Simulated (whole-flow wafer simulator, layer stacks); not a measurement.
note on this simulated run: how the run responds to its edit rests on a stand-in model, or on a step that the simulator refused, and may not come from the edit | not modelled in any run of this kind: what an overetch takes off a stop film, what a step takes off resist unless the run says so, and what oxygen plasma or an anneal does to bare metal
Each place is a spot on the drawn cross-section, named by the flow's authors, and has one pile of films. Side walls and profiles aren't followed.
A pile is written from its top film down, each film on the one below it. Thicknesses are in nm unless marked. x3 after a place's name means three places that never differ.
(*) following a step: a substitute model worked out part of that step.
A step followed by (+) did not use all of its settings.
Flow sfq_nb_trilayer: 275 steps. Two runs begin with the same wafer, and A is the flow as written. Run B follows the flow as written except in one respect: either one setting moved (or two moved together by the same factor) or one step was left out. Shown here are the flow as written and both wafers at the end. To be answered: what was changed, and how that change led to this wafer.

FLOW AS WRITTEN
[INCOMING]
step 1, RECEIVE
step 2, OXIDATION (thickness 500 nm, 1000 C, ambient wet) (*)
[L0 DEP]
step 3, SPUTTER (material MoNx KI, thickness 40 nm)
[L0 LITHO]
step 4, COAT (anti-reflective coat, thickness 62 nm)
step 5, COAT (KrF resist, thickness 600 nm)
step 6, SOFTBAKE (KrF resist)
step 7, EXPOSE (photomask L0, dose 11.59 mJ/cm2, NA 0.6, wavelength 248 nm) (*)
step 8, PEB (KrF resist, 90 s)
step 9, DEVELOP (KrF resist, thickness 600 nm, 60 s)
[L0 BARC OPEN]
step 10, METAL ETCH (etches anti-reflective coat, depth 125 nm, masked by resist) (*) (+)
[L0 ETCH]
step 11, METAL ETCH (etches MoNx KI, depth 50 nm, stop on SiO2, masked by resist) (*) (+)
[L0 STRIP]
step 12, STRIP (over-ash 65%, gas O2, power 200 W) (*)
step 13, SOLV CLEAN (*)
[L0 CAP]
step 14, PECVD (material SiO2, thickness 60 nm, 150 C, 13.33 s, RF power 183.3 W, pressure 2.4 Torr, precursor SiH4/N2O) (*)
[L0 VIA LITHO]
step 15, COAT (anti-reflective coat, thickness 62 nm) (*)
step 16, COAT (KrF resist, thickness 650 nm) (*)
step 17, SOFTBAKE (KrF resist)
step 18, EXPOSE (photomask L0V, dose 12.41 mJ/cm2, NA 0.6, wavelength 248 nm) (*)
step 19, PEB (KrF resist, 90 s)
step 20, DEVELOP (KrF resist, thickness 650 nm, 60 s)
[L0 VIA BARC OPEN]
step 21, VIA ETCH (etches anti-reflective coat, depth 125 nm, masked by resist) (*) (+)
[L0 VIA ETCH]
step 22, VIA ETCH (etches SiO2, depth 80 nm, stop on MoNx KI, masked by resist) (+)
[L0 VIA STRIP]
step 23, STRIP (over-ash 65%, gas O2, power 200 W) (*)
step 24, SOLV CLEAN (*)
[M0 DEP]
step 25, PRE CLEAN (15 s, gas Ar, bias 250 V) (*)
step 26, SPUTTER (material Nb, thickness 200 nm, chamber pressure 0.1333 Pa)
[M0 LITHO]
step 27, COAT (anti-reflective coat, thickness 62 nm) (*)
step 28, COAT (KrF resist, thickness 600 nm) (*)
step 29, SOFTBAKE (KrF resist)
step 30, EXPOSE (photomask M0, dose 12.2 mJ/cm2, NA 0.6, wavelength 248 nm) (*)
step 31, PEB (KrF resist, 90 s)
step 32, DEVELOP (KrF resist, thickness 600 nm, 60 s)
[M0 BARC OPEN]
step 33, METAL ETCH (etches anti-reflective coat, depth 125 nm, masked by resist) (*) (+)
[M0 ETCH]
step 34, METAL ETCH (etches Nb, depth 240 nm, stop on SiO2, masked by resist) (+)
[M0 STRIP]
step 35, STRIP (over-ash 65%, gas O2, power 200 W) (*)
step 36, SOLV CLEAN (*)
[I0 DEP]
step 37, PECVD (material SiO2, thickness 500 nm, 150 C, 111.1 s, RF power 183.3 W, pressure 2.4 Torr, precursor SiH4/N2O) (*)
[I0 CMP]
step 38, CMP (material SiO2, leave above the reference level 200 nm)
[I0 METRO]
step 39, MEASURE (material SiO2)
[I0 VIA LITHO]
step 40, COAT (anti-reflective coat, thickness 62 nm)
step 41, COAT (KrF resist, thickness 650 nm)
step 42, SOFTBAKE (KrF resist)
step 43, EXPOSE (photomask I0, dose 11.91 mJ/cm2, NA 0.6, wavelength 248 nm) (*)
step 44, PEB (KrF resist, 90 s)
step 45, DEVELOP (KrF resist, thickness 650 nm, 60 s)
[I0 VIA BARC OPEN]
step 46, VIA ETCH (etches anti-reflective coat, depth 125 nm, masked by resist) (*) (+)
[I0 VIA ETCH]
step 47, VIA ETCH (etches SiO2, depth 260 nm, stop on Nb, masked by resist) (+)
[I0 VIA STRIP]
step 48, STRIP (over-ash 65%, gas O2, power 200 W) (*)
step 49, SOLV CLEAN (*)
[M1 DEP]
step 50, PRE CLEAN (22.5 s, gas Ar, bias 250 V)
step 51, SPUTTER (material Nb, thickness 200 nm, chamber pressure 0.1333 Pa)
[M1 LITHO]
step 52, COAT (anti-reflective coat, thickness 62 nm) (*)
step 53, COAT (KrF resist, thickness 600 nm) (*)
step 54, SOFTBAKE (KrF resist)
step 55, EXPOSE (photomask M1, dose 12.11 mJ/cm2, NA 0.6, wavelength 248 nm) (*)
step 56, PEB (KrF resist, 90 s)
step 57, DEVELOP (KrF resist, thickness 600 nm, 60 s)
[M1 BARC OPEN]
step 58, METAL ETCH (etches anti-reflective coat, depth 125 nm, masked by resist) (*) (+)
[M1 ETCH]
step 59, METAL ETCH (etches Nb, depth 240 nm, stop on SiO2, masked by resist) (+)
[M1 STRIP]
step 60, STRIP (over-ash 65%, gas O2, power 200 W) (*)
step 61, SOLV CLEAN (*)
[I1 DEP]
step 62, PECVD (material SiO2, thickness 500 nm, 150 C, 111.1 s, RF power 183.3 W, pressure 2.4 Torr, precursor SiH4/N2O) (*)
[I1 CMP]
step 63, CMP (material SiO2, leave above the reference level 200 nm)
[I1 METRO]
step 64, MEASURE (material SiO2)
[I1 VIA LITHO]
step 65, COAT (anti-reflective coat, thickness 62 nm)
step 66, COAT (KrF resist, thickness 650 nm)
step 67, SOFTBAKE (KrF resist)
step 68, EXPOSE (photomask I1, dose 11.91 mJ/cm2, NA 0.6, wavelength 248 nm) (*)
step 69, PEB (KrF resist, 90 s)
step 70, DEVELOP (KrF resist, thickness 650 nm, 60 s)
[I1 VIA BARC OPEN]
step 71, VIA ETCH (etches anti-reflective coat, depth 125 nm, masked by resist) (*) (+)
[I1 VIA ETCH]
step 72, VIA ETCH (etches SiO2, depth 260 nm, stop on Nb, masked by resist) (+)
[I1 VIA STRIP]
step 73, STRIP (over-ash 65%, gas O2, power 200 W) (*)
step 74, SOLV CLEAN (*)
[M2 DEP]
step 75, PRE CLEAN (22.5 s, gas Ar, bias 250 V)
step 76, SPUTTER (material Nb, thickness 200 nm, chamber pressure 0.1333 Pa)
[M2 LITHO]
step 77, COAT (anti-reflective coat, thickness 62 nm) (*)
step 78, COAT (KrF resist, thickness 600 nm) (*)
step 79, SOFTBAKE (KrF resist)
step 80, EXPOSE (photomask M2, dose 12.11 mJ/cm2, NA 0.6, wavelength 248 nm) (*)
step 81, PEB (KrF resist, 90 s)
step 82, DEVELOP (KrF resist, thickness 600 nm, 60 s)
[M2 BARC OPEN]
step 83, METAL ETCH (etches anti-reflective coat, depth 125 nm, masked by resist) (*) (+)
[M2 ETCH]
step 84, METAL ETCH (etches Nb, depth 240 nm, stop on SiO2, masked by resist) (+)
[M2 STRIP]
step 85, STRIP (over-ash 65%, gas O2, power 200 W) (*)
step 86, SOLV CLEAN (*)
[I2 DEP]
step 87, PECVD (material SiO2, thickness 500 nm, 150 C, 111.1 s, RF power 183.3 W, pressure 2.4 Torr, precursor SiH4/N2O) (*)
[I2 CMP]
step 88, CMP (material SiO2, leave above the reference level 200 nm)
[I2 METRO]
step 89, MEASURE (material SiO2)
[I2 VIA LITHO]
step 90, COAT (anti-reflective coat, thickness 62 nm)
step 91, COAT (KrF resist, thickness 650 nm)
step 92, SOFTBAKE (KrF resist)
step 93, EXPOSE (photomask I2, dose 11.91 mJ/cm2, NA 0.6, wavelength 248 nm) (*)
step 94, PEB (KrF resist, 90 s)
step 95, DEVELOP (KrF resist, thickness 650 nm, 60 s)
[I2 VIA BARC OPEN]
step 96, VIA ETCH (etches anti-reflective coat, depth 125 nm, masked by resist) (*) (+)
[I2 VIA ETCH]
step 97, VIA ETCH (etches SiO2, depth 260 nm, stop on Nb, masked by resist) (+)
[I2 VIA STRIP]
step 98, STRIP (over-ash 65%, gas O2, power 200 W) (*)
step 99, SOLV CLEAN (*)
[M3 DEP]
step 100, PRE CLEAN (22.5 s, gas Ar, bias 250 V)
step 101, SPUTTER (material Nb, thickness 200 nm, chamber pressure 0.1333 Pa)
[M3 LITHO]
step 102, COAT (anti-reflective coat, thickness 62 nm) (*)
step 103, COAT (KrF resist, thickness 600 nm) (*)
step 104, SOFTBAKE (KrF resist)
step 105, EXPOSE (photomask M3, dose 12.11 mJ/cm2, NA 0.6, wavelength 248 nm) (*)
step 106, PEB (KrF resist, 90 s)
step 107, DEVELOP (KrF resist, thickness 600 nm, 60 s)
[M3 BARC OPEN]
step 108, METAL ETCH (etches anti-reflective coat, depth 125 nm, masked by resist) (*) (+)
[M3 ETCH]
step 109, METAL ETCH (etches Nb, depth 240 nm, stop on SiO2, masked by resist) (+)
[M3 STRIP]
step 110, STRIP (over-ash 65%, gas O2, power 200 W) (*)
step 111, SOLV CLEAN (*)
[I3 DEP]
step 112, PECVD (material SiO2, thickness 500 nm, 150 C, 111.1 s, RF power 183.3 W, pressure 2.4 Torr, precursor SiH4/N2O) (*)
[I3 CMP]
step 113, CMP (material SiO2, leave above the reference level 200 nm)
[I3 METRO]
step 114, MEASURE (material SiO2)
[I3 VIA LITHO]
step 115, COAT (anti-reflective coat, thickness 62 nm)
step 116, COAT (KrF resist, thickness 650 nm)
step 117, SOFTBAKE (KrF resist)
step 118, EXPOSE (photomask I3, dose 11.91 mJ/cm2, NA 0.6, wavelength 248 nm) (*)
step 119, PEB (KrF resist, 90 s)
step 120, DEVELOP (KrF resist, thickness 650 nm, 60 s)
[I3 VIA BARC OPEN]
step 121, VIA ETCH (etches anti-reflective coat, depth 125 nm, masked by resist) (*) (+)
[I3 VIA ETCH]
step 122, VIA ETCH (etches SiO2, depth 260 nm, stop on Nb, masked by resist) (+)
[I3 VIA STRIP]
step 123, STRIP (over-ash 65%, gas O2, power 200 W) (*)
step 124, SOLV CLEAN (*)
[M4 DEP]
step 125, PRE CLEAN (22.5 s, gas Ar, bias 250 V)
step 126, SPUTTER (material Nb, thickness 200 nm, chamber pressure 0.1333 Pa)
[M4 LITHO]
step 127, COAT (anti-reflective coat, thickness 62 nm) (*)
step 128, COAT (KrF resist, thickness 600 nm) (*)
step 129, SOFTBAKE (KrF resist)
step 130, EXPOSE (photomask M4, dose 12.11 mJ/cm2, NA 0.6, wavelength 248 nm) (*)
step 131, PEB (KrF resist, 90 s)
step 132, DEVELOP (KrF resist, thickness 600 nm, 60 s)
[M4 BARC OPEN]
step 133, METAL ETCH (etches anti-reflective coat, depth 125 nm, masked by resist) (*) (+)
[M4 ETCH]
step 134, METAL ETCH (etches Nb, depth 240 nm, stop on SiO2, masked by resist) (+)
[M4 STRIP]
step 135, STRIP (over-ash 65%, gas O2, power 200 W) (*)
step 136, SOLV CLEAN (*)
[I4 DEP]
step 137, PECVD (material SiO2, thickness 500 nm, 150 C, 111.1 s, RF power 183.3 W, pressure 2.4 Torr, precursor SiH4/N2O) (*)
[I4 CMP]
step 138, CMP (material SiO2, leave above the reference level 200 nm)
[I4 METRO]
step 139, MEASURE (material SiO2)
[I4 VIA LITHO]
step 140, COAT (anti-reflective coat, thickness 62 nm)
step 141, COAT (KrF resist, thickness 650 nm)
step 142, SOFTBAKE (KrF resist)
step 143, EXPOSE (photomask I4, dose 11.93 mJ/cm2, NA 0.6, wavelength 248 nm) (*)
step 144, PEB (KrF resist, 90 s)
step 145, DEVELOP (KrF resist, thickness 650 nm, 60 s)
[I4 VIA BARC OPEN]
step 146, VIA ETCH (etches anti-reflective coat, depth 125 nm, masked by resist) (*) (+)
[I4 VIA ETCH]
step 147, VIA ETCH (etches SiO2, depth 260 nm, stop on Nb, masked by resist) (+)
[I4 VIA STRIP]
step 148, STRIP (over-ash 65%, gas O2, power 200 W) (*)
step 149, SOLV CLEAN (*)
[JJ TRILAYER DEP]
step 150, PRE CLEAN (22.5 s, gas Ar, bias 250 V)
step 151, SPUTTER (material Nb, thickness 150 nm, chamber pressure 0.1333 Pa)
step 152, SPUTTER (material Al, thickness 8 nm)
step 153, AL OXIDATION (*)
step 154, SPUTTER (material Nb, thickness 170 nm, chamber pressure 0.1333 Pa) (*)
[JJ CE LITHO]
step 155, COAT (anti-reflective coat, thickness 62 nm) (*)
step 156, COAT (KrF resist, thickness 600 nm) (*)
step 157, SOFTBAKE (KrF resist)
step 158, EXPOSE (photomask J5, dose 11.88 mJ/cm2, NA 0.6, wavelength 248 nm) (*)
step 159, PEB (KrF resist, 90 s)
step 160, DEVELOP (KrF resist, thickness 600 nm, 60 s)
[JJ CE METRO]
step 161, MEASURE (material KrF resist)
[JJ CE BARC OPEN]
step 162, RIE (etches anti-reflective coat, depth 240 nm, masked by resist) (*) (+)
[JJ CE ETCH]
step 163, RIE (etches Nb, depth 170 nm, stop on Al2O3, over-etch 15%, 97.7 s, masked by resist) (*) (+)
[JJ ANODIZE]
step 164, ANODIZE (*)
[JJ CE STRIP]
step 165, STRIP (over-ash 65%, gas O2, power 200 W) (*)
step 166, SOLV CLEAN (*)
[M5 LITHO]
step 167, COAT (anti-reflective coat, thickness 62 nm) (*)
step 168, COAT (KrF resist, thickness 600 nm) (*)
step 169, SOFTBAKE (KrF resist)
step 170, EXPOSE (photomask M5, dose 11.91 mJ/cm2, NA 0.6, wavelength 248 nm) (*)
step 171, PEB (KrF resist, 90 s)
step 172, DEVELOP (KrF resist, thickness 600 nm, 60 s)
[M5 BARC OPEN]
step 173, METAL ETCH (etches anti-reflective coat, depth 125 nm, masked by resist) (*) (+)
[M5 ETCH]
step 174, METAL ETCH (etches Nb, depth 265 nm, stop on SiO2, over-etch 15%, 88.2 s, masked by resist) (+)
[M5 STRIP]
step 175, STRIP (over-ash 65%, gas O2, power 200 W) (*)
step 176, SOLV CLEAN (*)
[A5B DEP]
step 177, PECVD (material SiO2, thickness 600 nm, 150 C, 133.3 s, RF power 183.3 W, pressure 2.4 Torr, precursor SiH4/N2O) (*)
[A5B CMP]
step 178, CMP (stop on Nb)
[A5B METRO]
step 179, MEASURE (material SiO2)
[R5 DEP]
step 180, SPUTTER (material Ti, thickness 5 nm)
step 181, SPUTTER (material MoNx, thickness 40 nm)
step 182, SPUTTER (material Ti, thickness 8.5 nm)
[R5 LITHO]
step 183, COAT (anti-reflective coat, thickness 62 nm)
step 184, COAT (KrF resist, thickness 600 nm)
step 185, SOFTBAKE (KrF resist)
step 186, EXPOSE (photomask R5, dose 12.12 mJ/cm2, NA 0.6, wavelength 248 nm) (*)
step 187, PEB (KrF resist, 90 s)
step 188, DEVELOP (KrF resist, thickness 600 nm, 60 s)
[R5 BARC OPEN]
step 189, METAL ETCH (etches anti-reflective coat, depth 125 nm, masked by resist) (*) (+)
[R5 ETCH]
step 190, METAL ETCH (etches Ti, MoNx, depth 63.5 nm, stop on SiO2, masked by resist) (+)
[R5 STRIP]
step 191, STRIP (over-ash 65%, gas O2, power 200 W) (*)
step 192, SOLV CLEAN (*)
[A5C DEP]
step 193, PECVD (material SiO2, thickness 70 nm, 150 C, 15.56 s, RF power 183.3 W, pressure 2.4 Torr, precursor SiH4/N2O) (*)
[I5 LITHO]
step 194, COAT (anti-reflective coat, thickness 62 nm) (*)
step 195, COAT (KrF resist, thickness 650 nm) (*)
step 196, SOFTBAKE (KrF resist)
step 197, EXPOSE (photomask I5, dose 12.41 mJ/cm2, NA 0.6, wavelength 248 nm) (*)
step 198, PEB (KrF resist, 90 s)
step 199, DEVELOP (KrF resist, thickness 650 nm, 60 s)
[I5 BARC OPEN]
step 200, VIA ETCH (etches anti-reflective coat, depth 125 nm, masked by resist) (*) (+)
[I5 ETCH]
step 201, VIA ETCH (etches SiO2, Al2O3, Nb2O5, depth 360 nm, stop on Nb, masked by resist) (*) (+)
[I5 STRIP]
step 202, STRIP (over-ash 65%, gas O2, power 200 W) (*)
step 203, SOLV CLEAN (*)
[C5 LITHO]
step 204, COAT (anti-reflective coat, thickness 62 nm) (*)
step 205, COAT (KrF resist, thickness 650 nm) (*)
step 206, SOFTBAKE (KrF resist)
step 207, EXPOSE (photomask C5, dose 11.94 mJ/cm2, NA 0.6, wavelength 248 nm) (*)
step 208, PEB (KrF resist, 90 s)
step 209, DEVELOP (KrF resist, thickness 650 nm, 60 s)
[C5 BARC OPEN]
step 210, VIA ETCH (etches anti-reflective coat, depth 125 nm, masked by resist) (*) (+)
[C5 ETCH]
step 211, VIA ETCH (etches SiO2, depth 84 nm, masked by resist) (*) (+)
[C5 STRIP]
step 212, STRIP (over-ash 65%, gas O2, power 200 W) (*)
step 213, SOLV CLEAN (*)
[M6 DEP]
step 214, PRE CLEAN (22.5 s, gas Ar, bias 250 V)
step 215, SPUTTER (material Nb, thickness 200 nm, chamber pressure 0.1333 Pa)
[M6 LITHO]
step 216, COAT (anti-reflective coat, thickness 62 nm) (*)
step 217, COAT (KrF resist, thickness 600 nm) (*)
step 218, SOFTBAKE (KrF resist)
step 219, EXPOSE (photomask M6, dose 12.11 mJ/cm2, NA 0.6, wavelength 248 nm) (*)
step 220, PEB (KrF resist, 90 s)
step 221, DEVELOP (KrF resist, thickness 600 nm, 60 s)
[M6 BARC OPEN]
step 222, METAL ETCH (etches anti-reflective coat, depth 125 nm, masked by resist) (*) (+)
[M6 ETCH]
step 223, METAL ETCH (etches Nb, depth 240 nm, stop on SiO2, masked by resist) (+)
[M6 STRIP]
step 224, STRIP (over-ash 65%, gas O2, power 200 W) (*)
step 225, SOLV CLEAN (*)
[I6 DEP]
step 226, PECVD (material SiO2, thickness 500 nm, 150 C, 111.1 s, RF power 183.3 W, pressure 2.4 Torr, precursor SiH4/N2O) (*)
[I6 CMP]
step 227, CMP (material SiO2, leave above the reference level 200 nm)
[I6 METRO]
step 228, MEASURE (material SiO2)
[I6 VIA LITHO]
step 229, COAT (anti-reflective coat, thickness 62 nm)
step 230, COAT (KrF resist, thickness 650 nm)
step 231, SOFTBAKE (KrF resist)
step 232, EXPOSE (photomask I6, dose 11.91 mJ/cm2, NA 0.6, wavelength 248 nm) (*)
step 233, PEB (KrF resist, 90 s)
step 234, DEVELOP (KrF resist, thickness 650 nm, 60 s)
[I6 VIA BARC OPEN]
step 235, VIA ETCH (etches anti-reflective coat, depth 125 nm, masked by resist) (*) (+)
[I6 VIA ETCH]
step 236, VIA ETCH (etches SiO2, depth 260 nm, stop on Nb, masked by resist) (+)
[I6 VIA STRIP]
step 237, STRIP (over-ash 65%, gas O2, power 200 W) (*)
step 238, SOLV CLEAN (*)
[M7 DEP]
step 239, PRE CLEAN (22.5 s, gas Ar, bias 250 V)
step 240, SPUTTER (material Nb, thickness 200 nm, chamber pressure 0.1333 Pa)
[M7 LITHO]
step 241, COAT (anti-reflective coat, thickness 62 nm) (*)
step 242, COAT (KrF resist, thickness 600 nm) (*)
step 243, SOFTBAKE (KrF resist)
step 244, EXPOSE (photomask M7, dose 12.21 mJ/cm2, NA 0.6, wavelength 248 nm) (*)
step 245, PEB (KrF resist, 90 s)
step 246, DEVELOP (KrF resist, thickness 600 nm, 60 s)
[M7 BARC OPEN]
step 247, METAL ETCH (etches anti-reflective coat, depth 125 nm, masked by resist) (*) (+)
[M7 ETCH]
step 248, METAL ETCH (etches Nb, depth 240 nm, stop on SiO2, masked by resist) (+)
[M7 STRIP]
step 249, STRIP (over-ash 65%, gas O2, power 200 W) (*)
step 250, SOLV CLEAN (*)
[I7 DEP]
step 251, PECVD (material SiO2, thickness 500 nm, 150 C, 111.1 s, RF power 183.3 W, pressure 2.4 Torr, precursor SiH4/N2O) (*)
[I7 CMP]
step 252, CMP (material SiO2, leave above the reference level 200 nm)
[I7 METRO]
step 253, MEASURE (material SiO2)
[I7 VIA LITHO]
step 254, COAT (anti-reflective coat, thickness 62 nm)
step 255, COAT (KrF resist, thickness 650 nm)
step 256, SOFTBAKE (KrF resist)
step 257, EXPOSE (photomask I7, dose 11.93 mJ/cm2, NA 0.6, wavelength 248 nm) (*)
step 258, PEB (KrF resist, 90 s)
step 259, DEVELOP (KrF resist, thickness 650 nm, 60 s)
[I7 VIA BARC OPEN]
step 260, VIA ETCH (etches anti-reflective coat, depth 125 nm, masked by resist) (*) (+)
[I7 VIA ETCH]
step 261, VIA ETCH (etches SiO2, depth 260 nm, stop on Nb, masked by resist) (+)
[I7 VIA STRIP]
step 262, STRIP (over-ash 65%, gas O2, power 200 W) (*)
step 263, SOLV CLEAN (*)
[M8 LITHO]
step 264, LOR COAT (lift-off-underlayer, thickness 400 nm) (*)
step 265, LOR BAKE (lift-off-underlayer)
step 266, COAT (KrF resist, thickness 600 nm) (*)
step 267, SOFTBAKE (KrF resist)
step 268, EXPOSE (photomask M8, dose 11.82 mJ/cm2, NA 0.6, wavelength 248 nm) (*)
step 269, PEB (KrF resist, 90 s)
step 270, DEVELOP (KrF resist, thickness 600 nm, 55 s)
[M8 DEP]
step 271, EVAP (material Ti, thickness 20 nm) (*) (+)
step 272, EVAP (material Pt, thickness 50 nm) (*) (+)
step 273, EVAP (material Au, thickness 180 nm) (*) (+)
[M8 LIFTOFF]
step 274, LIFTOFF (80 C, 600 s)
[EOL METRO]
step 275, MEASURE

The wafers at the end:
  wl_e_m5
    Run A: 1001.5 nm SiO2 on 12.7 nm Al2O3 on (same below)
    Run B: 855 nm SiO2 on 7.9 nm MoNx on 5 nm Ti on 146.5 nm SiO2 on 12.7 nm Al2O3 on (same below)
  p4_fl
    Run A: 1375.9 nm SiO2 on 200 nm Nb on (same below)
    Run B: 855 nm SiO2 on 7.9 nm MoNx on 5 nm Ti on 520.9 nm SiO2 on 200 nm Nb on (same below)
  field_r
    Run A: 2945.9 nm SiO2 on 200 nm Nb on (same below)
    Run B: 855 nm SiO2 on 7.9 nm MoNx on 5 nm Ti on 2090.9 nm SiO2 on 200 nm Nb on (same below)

What caused this: step 190, METAL ETCH: depth 40.6 nm was run, while the flow as written has depth 63.5 nm.

The path from the change to this, step by step:
  step 190, METAL ETCH (etches Ti, MoNx, depth 63.5 nm, stop on SiO2, masked by resist) (+)
      field_l, v_sur, via_wl and 92 more: A -8.5 Ti (all of it), -40 MoNx (all of it), -5 Ti (all of it) | B -8.5 Ti (all of it), -32.1 MoNx
      ce_l, c5j, ce_r, wl_jj: A -8.5 Ti (all of it), -40 MoNx (all of it), -5 Ti (all of it), -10 Nb | B -8.5 Ti (all of it), -32.1 MoNx
      (also at 7 further places)
  step 193, PECVD (material SiO2, thickness 70 nm, 150 C, 15.56 s, RF power 183.3 W, pressure 2.4 Torr, precursor SiH4/N2O) (*)
      field_l, v_sur, via_wl and 92 more: A +70 SiO2 | B +70 SiO2 (new film)
  step 194, COAT (anti-reflective coat, thickness 62 nm) (*)
      wl_j_sl, wl_j_sr: A +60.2 anti-reflective coat (new film) | B +62 anti-reflective coat (new film)
      r5r_spacepad_l, r5r_spacepad_r: A +84.4 anti-reflective coat (new film) | B +78.8 anti-reflective coat (new film)
      (also at 12 further places)
  step 201, VIA ETCH (etches SiO2, Al2O3, Nb2O5, depth 360 nm, stop on Nb, masked by resist) (*) (+)
      be: A -216.4 SiO2 (all of it), -12.7 Al2O3 (all of it), -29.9 Nb2O5 (all of it) | B -69.8 SiO2 (all of it), -7.9 MoNx (all of it), -5 Ti (all of it), -146.5 SiO2 (all of it), -12.7 Al2O3 (all of it), -29.9 Nb2O5 (all of it)
  step 202, STRIP (over-ash 65%, gas O2, power 200 W) (*)
      wl_j_sl, wl_j_sr: A -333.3 KrF resist (all of it), -60.2 anti-reflective coat (all of it) | B -333.2 KrF resist (all of it), -62 anti-reflective coat (all of it)
      r5r_spacepad_l, r5r_spacepad_r: A -335.6 KrF resist (all of it), -84.4 anti-reflective coat (all of it) | B -335.1 KrF resist (all of it), -78.8 anti-reflective coat (all of it)
      (also at 12 further places)
  step 204, COAT (anti-reflective coat, thickness 62 nm) (*)
      wl_j_sl, wl_j_sr: A +60.2 anti-reflective coat (new film) | B +62 anti-reflective coat (new film)
      r5r_spacepad_l, r5r_spacepad_r: A +84.4 anti-reflective coat (new film) | B +78.8 anti-reflective coat (new film)
      (also at 11 further places)
  step 210, VIA ETCH (etches anti-reflective coat, depth 125 nm, masked by resist) (*) (+)
      c5j: A -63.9 anti-reflective coat (all of it), -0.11 SiO2 | B -61.3 anti-reflective coat (all of it), -0.13 SiO2
  step 211, VIA ETCH (etches SiO2, depth 84 nm, masked by resist) (*) (+)
      c5j: A -69.9 SiO2 (all of it), -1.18 Nb | B -69.9 SiO2 (all of it)
  step 212, STRIP (over-ash 65%, gas O2, power 200 W) (*)
      wl_j_sl, wl_j_sr: A -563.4 KrF resist (all of it), -60.2 anti-reflective coat (all of it) | B -562.3 KrF resist (all of it), -62 anti-reflective coat (all of it)
      r5r_spacepad_l, r5r_spacepad_r: A -565.8 KrF resist (all of it), -84.4 anti-reflective coat (all of it) | B -564.2 KrF resist (all of it), -78.8 anti-reflective coat (all of it)
      (also at 10 further places)
  step 214, PRE CLEAN (22.5 s, gas Ar, bias 250 V)
      c5j: A -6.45 Nb | B -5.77 MoNx
  step 215, SPUTTER (material Nb, thickness 200 nm, chamber pressure 0.1333 Pa)
      c5j: A +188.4 Nb | B +189.1 Nb (new film)
  step 216, COAT (anti-reflective coat, thickness 62 nm) (*)
      r5r_line_l, r5r_line_c, r5r_line_r: A +50 anti-reflective coat (new film) | B +52.2 anti-reflective coat (new film)
      wl_j_sl, wl_j_sr: A +60.2 anti-reflective coat (new film) | B +62 anti-reflective coat (new film)
      (also at 10 further places)
  step 222, METAL ETCH (etches anti-reflective coat, depth 125 nm, masked by resist) (*) (+)
      r5r_line_l, r5r_line_c, r5r_line_r: A -50 anti-reflective coat (all of it) | B -52.2 anti-reflective coat (all of it)
      r5r_spacepad_l, r5r_spacepad_r: A -85.7 anti-reflective coat (all of it) | B -79.5 anti-reflective coat (all of it)
      (also at 1 further place)
  step 224, STRIP (over-ash 65%, gas O2, power 200 W) (*)
      wl_j_sl, wl_j_sr: A -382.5 KrF resist (all of it), -60.2 anti-reflective coat (all of it) | B -382.4 KrF resist (all of it), -62 anti-reflective coat (all of it)
      jj_sur: A -378.5 KrF resist (all of it), -56.1 anti-reflective coat (all of it) | B -376.8 KrF resist (all of it), -58.3 anti-reflective coat (all of it)
      (also at 6 further places)
  step 226, PECVD (material SiO2, thickness 500 nm, 150 C, 111.1 s, RF power 183.3 W, pressure 2.4 Torr, precursor SiH4/N2O) (*)
      r5r_spacepad_l, r5r_spacepad_r: A +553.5 SiO2 | B +538.1 SiO2
      be: A +693.5 SiO2 (new film) | B +709.3 SiO2 (new film)
  step 227, CMP (material SiO2, leave above the reference level 200 nm)
      ce_l, ce_r, wl_jj: A -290 SiO2 | B -300 SiO2
      be_r, r_sur, r_end: A -353.5 SiO2 | B -340.6 SiO2
      (also at 7 further places)
With metal films that touch counted as one body, wl_e_m5 has 7 bodies (between them, from the top down: SiO2 146.5 / Al2O3 12.7 / Nb2O5 29.9; SiO2 192.5; SiO2 192.5; SiO2 192.5; SiO2 192.5; SiO2 192.5); the flow as written gives 6 bodies (between them, from the top down: SiO2 192.5; SiO2 192.5; SiO2 192.5; SiO2 192.5; SiO2 192.5).
With metal films that touch counted as one body, p4_fl has 3 bodies (between them, from the top down: SiO2 520.9; SiO2 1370); the flow as written gives 2 bodies (between them, from the top down: SiO2 1370).
With metal films that touch counted as one body, field_r has 2 bodies (between them, from the top down: SiO2 2090.9); the flow as written gives 1 body.
